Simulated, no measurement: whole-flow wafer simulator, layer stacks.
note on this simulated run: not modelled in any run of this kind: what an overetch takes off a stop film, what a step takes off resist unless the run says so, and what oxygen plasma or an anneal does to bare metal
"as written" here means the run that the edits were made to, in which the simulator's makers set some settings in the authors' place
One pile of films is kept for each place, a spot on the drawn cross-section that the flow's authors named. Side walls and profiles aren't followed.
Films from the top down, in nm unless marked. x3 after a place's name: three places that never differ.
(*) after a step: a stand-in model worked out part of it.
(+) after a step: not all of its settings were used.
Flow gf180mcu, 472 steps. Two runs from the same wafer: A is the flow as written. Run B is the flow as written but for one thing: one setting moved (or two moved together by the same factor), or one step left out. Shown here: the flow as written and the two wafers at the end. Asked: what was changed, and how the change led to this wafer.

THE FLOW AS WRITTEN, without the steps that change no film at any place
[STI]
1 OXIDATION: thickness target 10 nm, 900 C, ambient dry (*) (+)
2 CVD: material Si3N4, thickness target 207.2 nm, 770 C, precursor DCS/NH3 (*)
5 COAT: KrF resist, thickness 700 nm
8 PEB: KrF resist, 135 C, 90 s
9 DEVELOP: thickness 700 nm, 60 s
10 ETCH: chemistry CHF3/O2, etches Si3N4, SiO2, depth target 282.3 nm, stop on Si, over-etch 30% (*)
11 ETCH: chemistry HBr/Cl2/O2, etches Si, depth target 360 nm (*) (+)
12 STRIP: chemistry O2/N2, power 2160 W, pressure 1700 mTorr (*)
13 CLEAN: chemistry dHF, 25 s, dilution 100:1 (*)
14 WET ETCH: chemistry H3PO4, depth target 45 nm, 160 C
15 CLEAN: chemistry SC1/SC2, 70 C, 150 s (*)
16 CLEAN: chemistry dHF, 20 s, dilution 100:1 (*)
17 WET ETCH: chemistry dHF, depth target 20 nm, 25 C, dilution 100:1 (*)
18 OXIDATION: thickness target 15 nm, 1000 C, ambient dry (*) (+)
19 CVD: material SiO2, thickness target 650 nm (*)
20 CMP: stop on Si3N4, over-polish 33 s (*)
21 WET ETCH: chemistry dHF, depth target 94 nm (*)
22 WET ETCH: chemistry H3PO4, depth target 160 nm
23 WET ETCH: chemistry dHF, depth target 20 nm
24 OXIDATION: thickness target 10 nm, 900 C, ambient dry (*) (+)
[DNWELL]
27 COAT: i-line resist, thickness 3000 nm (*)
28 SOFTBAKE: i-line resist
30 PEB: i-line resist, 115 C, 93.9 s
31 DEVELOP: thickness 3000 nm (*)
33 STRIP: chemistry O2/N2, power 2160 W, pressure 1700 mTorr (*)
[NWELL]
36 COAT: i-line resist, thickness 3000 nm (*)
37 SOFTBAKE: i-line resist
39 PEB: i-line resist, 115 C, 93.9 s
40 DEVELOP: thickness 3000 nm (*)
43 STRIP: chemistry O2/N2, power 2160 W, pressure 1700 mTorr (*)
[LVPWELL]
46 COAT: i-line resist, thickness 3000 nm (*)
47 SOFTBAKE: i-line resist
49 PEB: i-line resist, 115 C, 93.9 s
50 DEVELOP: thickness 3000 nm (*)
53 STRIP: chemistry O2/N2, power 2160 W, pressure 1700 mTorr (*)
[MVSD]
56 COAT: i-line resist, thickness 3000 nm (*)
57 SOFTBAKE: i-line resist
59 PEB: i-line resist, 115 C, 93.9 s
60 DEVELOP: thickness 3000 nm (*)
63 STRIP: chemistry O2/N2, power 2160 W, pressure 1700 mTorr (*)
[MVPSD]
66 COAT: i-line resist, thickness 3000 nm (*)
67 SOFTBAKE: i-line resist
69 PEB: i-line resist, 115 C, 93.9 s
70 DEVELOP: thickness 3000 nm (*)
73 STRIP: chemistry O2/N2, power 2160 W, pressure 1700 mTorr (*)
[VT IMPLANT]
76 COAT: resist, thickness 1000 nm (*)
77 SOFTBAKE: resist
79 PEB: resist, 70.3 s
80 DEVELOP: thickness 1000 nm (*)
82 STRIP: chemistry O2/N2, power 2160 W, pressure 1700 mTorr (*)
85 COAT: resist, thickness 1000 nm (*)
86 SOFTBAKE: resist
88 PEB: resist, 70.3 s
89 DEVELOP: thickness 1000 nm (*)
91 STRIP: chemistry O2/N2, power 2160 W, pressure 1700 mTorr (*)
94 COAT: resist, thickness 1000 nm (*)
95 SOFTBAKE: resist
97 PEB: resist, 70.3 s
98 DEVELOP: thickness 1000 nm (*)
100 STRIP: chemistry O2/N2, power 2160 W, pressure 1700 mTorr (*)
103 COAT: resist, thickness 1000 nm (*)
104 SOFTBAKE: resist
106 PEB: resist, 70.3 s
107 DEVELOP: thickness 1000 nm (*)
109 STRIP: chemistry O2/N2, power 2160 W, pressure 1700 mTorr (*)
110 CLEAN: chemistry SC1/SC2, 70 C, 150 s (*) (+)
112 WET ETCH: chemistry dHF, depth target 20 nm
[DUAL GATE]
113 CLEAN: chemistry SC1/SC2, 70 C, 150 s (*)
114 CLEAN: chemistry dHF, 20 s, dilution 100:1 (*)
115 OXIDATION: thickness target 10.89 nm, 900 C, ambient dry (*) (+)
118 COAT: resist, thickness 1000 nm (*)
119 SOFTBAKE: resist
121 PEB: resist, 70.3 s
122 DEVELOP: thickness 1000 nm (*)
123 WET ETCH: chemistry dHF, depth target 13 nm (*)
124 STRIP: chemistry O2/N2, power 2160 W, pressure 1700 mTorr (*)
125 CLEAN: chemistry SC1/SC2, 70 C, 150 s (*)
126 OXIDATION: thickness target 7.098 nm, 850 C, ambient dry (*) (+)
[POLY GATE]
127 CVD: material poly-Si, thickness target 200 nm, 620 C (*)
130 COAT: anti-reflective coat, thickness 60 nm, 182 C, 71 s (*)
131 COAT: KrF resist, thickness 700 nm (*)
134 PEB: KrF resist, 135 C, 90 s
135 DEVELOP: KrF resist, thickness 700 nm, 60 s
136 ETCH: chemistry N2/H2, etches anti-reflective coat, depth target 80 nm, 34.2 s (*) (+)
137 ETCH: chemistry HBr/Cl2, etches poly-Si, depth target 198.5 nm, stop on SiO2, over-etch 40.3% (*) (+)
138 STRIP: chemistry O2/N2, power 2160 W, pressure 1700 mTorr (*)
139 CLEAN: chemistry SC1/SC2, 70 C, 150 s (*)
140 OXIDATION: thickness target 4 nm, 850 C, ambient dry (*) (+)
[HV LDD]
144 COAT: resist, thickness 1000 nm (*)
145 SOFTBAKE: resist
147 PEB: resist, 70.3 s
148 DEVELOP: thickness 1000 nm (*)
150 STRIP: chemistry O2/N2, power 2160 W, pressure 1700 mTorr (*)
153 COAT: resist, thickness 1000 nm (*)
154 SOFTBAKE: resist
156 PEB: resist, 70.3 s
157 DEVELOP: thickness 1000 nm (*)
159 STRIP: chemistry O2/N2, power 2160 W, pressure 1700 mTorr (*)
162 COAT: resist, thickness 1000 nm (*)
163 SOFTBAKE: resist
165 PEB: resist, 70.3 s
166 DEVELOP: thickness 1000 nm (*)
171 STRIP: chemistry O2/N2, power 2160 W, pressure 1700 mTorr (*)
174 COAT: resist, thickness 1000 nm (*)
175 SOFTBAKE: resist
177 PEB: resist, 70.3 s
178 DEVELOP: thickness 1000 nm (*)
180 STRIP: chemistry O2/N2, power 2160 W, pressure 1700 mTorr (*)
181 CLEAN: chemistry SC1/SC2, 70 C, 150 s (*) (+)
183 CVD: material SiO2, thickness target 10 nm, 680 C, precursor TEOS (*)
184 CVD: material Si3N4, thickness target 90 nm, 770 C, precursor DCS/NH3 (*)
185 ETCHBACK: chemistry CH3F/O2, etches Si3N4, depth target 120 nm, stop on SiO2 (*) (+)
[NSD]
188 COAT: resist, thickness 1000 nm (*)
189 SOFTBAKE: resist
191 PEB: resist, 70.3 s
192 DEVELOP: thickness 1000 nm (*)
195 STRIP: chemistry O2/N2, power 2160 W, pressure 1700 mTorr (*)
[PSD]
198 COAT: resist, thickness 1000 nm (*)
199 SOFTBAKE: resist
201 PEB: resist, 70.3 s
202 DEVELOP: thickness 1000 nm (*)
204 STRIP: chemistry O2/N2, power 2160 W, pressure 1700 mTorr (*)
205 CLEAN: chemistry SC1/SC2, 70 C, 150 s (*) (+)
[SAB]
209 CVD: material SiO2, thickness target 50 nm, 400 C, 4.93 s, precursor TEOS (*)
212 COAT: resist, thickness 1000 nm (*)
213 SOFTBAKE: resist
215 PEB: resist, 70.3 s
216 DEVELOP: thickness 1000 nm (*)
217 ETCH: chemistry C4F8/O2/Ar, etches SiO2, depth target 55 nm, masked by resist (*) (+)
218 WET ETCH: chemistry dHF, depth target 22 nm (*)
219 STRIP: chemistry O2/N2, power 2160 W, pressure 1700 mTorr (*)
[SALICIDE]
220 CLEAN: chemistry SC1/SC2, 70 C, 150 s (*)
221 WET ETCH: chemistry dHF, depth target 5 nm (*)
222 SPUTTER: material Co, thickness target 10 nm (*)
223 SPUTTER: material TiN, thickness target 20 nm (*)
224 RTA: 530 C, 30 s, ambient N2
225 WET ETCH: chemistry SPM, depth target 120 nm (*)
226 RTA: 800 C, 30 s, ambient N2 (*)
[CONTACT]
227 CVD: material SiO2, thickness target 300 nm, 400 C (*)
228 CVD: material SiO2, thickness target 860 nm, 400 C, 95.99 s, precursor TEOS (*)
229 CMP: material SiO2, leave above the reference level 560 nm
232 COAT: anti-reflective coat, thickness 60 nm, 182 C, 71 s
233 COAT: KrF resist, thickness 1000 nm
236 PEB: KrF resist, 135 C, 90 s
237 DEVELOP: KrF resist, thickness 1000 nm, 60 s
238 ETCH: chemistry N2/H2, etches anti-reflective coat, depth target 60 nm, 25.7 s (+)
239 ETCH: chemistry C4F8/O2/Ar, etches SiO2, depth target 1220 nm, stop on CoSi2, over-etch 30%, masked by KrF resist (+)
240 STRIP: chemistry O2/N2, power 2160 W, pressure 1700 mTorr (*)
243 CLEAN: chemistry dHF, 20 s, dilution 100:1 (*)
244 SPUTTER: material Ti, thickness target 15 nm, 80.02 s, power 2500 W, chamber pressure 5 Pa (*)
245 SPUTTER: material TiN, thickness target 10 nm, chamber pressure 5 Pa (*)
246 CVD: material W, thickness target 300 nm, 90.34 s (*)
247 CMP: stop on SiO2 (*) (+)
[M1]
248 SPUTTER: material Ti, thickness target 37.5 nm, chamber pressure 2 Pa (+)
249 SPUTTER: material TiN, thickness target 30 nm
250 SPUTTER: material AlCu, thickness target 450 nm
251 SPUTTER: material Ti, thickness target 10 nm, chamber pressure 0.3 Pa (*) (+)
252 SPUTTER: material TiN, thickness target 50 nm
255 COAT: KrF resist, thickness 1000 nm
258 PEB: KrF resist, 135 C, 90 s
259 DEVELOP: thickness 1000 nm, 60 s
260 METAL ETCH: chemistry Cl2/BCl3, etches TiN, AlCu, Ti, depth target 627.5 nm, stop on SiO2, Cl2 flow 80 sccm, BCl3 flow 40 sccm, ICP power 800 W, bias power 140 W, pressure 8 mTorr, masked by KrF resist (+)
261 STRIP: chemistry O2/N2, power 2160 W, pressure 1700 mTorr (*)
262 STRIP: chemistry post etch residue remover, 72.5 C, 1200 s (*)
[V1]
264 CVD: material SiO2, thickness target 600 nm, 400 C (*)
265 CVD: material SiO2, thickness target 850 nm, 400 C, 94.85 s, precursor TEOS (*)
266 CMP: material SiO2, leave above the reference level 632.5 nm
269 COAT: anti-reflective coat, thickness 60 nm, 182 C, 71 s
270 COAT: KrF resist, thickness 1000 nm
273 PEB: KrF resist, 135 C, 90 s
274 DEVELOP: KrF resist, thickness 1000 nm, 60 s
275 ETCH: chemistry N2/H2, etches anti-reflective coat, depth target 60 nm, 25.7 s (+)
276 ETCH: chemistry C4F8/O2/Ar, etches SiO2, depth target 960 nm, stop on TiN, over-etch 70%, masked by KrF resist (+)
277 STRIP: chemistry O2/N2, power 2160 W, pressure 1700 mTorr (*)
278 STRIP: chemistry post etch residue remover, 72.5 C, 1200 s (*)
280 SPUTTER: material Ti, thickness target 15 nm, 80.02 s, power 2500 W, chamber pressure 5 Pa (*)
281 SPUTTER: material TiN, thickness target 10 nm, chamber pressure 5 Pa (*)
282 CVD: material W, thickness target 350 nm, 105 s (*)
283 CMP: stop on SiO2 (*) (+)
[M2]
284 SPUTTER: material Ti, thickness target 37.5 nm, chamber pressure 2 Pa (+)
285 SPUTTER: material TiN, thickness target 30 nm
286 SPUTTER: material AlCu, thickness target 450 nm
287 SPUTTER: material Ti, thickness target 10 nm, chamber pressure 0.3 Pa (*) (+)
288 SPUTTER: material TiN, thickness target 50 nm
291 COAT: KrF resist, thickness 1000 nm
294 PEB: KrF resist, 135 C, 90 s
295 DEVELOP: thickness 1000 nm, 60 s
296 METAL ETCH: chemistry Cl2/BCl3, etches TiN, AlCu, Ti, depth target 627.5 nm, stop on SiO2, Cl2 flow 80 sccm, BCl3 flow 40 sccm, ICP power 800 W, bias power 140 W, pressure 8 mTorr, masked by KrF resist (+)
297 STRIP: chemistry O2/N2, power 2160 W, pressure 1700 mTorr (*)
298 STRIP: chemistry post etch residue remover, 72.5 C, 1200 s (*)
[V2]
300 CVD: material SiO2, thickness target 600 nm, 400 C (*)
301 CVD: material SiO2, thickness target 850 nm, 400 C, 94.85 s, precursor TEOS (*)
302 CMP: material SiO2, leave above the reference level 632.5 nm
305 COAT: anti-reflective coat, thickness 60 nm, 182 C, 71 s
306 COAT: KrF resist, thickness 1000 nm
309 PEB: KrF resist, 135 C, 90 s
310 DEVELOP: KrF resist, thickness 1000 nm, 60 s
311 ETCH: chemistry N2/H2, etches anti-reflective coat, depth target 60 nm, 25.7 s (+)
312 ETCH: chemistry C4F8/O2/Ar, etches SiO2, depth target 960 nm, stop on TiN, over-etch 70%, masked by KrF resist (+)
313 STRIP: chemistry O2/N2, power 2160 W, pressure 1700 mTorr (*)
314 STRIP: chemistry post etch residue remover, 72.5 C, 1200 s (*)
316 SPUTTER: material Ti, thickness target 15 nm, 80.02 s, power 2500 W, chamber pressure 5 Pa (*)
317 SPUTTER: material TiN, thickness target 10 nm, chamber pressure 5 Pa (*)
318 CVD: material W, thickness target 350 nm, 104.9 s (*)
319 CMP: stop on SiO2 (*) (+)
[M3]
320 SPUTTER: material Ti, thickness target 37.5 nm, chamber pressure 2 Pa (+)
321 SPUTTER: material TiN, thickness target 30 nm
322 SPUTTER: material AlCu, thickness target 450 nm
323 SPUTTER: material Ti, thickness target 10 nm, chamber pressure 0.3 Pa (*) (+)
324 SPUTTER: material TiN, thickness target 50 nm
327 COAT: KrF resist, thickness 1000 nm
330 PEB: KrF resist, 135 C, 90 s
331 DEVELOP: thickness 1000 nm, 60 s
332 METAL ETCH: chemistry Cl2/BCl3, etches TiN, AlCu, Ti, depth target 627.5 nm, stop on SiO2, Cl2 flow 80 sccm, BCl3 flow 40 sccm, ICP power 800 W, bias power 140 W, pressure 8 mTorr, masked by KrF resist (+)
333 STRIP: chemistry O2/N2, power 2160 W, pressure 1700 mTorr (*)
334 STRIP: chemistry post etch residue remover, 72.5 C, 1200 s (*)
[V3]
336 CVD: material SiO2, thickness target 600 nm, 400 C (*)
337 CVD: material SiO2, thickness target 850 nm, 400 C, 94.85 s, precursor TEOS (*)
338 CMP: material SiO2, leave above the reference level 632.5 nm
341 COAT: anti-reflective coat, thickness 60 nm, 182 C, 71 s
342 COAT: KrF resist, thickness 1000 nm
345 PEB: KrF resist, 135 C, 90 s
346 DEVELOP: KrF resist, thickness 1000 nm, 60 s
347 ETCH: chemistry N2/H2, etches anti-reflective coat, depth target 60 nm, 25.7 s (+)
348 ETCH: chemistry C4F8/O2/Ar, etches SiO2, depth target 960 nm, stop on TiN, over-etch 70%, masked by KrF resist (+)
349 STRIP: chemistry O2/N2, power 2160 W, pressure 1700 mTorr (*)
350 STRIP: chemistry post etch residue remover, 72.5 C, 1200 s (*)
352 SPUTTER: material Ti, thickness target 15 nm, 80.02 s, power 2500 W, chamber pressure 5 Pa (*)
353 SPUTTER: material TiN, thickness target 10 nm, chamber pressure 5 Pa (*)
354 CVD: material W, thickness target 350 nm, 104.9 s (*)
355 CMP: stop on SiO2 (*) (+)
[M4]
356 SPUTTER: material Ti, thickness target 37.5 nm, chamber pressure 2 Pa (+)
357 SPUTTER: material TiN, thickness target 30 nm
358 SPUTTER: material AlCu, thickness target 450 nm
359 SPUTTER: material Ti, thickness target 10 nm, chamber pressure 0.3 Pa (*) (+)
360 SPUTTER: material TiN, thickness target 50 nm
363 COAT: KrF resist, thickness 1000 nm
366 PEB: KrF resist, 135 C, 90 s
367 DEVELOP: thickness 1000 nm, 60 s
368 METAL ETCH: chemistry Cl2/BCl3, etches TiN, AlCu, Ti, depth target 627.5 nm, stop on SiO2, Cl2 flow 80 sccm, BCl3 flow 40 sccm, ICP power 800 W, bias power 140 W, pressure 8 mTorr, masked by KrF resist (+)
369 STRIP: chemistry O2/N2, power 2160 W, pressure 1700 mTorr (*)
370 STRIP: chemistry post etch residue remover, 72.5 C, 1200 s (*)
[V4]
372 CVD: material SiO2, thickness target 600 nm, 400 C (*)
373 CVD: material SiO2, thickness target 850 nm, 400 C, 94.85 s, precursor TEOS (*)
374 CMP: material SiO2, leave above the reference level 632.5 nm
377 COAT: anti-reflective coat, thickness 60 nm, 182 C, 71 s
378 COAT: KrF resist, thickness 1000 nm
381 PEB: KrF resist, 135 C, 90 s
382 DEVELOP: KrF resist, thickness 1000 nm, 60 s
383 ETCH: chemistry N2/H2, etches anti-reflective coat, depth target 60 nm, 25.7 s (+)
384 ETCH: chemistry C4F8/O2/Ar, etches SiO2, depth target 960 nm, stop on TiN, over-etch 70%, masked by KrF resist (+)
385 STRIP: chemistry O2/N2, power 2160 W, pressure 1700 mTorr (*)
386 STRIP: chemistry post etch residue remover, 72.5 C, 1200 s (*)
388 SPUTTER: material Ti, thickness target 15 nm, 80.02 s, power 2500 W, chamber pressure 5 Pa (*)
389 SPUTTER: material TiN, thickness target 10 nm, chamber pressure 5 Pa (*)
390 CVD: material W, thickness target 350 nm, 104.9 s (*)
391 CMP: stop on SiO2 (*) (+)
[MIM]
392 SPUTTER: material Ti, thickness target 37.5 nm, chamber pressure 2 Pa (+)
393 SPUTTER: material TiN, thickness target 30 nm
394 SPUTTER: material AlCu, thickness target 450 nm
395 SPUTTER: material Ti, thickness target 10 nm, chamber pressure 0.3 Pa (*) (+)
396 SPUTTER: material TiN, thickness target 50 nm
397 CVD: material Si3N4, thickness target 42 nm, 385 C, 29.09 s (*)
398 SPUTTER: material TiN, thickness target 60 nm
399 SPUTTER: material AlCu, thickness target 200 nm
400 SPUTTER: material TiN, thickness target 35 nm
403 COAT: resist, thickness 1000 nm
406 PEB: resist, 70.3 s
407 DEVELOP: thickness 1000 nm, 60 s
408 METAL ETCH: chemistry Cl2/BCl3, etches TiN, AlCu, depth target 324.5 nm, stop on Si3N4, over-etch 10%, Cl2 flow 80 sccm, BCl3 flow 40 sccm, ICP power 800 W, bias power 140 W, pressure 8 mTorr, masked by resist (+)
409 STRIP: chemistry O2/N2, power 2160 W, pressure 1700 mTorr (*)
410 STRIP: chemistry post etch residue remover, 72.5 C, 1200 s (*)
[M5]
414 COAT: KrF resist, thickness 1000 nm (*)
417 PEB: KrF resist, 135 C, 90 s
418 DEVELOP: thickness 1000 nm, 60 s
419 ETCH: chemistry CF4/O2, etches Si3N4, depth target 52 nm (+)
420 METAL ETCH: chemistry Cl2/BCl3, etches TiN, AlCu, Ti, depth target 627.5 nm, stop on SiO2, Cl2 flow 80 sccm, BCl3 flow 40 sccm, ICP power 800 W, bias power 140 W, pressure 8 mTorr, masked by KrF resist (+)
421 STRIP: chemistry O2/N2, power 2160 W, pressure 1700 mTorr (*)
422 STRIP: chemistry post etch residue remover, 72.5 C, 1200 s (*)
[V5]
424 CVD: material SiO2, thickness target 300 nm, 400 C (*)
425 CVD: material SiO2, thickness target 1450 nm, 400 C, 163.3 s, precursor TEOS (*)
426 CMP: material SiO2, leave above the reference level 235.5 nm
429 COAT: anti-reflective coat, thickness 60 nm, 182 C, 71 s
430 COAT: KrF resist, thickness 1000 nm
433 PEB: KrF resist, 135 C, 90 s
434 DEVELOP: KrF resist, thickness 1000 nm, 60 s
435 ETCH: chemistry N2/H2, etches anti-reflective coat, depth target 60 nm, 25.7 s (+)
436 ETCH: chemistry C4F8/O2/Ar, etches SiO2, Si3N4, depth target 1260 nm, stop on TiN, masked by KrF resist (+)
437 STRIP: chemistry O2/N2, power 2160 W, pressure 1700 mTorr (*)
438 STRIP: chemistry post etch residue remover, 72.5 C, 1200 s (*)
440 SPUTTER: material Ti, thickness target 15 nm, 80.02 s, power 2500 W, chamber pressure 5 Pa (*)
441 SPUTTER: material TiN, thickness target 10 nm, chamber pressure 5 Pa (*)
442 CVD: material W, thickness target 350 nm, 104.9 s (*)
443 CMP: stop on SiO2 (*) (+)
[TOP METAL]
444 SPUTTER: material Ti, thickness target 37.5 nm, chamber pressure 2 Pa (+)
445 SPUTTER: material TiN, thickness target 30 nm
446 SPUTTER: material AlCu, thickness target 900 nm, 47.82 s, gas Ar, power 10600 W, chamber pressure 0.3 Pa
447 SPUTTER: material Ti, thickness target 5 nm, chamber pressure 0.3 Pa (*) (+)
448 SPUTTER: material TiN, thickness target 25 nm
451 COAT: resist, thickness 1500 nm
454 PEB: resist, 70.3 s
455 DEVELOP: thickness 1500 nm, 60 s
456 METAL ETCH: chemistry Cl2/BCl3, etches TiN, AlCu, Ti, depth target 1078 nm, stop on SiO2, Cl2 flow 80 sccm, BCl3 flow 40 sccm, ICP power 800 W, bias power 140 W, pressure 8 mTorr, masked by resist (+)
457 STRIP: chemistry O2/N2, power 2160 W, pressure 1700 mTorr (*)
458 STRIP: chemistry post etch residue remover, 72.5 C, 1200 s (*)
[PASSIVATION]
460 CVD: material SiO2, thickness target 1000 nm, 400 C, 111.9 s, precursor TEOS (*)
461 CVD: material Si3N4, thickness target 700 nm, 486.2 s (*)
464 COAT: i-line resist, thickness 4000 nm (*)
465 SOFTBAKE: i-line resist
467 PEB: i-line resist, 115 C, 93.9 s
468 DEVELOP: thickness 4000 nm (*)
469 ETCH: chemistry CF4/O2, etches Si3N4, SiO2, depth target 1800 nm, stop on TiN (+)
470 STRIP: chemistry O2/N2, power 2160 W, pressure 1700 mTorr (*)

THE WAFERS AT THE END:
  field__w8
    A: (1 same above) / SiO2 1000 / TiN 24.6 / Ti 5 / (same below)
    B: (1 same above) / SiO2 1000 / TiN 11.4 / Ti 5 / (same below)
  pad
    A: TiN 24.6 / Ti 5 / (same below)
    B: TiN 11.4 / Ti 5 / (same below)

The cause: step 448, SPUTTER: thickness target 11.8 nm was run, where the flow has thickness target 25 nm.

How the change led to this, step by step:
  448 SPUTTER: material TiN, thickness target 25 nm
      field, field__w1, field__w2 and 109 more: A TiN +25 (new film) | B TiN +11.8 (new film)
  456 METAL ETCH: chemistry Cl2/BCl3, etches TiN, AlCu, Ti, depth target 1078 nm, stop on SiO2, Cl2 flow 80 sccm, BCl3 flow 40 sccm, ICP power 800 W, bias power 140 W, pressure 8 mTorr, masked by resist (+)
      field, field__w1, field__w2 and 103 more: A TiN -25 (all of it), Ti -5 (all of it), AlCu -900 (all of it), TiN -30 (all of it), Ti -37.5 (all of it) | B TiN -11.8 (all of it), Ti -5 (all of it), AlCu -900 (all of it), TiN -30 (all of it), Ti -37.5 (all of it)
  465 SOFTBAKE: i-line resist
      field__w2: A i-line resist +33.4 | B i-line resist +32.7
      field__w3: A i-line resist +33.6 | B i-line resist +32.9
      (and at 8 more places)
